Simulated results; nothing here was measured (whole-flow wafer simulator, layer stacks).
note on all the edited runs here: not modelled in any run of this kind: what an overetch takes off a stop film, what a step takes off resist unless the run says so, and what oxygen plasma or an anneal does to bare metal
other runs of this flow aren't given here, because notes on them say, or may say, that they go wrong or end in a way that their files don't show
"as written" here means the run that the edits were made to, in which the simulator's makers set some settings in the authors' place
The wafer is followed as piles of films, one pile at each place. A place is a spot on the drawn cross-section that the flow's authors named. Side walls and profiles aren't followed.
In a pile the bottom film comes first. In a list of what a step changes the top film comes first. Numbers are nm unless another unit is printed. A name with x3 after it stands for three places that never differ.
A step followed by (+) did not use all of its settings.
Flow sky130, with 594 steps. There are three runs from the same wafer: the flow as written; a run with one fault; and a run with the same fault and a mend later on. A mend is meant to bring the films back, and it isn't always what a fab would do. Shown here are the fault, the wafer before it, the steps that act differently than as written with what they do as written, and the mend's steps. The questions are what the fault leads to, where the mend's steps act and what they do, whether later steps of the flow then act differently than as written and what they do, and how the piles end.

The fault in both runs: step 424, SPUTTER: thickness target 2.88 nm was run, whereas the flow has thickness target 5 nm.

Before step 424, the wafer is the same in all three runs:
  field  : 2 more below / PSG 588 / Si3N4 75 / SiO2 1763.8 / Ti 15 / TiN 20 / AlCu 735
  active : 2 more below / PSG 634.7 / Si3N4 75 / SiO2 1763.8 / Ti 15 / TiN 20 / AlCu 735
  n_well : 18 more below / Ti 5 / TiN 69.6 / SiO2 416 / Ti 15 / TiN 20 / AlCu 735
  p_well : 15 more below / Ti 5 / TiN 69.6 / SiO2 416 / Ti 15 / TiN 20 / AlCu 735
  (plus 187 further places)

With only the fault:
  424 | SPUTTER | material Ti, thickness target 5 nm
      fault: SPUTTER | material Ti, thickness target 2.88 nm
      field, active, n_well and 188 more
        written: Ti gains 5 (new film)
        fault: Ti gains 2.88 (new film)
  Later steps of the flow acting differently than as written (10 other steps are not shown; they differ only slightly, by no more than 2% or 0.5 nm, whichever is larger):
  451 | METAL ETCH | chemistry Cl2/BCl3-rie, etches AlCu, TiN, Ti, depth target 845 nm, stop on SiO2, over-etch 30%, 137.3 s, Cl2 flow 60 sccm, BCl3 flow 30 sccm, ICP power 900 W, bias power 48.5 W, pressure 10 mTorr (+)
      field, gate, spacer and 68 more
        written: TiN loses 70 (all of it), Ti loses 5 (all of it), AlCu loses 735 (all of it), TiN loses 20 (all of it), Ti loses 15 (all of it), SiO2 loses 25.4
        fault: TiN loses 70 (all of it), Ti loses 2.88 (all of it), AlCu loses 735 (all of it), TiN loses 20 (all of it), Ti loses 15 (all of it), SiO2 loses 25.6
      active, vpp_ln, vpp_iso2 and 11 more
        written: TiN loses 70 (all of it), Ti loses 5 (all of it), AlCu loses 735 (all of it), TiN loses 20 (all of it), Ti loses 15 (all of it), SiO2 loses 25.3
        fault: TiN loses 70 (all of it), Ti loses 2.88 (all of it), AlCu loses 735 (all of it), TiN loses 20 (all of it), Ti loses 15 (all of it), SiO2 loses 25.6
  The piles end different from the flow's at n_well, p_well, gate_hv and 104 more by more than 2% or 0.5 nm, whichever is larger.
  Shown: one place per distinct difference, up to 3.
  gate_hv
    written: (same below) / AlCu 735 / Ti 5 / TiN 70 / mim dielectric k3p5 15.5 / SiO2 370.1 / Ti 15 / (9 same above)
    fault: (same below) / AlCu 735 / Ti 2.88 / TiN 70 / mim dielectric k3p5 15.5 / SiO2 372.2 / Ti 15 / (9 same above)
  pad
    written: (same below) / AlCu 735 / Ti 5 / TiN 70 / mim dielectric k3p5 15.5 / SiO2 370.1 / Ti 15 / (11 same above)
    fault: (same below) / AlCu 735 / Ti 2.88 / TiN 70 / mim dielectric k3p5 15.5 / SiO2 372.2 / Ti 15 / (11 same above)
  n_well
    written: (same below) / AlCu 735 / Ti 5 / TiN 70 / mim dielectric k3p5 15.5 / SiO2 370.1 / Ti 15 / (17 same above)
    fault: (same below) / AlCu 735 / Ti 2.88 / TiN 70 / mim dielectric k3p5 15.5 / SiO2 372.2 / Ti 15 / (17 same above)

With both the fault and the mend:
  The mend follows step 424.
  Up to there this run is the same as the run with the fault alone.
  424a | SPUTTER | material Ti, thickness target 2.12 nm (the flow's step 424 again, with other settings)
      field, active, n_well and 188 more
        Ti gains 2.12
  Every later step of the flow that is run acts as written at every place that is followed.
  By the end, the piles equal the flow's at every place that both follow.
